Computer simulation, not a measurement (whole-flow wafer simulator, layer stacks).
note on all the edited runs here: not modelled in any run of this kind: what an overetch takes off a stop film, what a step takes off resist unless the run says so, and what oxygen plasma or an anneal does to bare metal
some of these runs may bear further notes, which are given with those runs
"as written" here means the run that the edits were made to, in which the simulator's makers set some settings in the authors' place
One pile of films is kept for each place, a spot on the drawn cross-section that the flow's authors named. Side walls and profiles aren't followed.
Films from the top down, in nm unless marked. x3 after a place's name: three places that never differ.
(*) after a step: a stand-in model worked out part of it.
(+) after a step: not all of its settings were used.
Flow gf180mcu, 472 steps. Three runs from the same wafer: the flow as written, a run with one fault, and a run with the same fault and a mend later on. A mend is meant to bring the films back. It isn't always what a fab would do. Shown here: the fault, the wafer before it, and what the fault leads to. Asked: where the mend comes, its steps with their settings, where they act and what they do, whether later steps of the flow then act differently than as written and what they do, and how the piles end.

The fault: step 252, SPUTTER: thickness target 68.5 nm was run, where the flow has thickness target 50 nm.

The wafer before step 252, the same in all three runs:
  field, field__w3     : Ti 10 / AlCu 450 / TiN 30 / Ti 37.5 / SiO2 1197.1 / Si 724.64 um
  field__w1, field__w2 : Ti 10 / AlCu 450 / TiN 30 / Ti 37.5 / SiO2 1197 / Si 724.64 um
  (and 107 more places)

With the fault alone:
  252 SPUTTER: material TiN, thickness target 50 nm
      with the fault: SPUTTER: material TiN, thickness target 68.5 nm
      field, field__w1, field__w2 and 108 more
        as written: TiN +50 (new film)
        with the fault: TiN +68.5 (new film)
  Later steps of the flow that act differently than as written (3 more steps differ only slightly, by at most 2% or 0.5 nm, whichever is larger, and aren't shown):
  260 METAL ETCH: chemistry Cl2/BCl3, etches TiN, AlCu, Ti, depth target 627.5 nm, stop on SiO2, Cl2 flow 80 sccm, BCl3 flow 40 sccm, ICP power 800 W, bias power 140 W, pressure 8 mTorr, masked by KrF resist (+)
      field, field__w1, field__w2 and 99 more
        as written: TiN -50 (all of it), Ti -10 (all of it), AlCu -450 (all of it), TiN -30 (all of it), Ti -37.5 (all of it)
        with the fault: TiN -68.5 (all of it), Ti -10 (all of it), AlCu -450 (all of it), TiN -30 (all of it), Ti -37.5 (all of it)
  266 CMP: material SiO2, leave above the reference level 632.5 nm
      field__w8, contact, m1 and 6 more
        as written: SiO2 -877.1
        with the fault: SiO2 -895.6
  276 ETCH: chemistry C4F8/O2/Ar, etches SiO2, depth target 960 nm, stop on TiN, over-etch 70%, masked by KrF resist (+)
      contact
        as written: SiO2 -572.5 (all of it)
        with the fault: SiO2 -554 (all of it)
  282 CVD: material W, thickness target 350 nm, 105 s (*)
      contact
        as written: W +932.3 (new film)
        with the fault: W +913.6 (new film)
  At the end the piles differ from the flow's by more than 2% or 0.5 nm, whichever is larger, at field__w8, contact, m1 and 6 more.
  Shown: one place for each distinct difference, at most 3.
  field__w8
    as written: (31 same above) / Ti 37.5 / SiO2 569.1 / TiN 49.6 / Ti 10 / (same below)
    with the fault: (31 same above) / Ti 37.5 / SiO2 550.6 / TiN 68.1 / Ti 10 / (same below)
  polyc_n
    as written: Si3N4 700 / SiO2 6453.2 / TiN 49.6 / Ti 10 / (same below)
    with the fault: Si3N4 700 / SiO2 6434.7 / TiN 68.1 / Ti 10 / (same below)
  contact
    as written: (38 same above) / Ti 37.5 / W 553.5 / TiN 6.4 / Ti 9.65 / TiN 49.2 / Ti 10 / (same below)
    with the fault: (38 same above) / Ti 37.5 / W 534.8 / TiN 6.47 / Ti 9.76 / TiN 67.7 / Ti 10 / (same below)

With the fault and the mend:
  The mend comes after step 259.
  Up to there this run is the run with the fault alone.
  259a STRIP: chemistry O2/N2, power 2160 W, pressure 1700 mTorr (*)
      field__w8, contact, m1 and 6 more
        KrF resist -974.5 (all of it)
  259b METAL ETCH: chemistry Cl2/BCl3, etches TiN, AlCu, Ti, depth target 18.5 nm, Cl2 flow 80 sccm, BCl3 flow 40 sccm, ICP power 800 W, bias power 140 W, pressure 8 mTorr
      field, field__w1, field__w2 and 108 more
        TiN -18.5
  259c HMDS: 120 C, 60 s (the flow's step 254 once more)
      changes no film at any place that is followed
  259d COAT: KrF resist, thickness 1000 nm (the flow's step 255 once more)
      field, field__w1, field__w2 and 108 more
        KrF resist +1000 (new film)
  259e SOFTBAKE: KrF resist (the flow's step 256 once more)
      changes no film at any place that is followed
  259f EXPOSE: photomask Metal1 (the flow's step 257 once more)
      changes no film at any place that is followed
  259g PEB: KrF resist, 135 C, 90 s (the flow's step 258 once more)
      field, field__w1, field__w2 and 108 more
        KrF resist -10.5
  259h DEVELOP: thickness 1000 nm, 60 s (the flow's step 259 once more)
      field, field__w1, field__w2 and 99 more
        KrF resist -989.5 (all of it)
      field__w8, contact, m1 and 6 more
        KrF resist -14.9
  No later step of the flow acts differently than as written at any place that is followed.
  At the end the piles are the same as the flow's at every place that both follow.
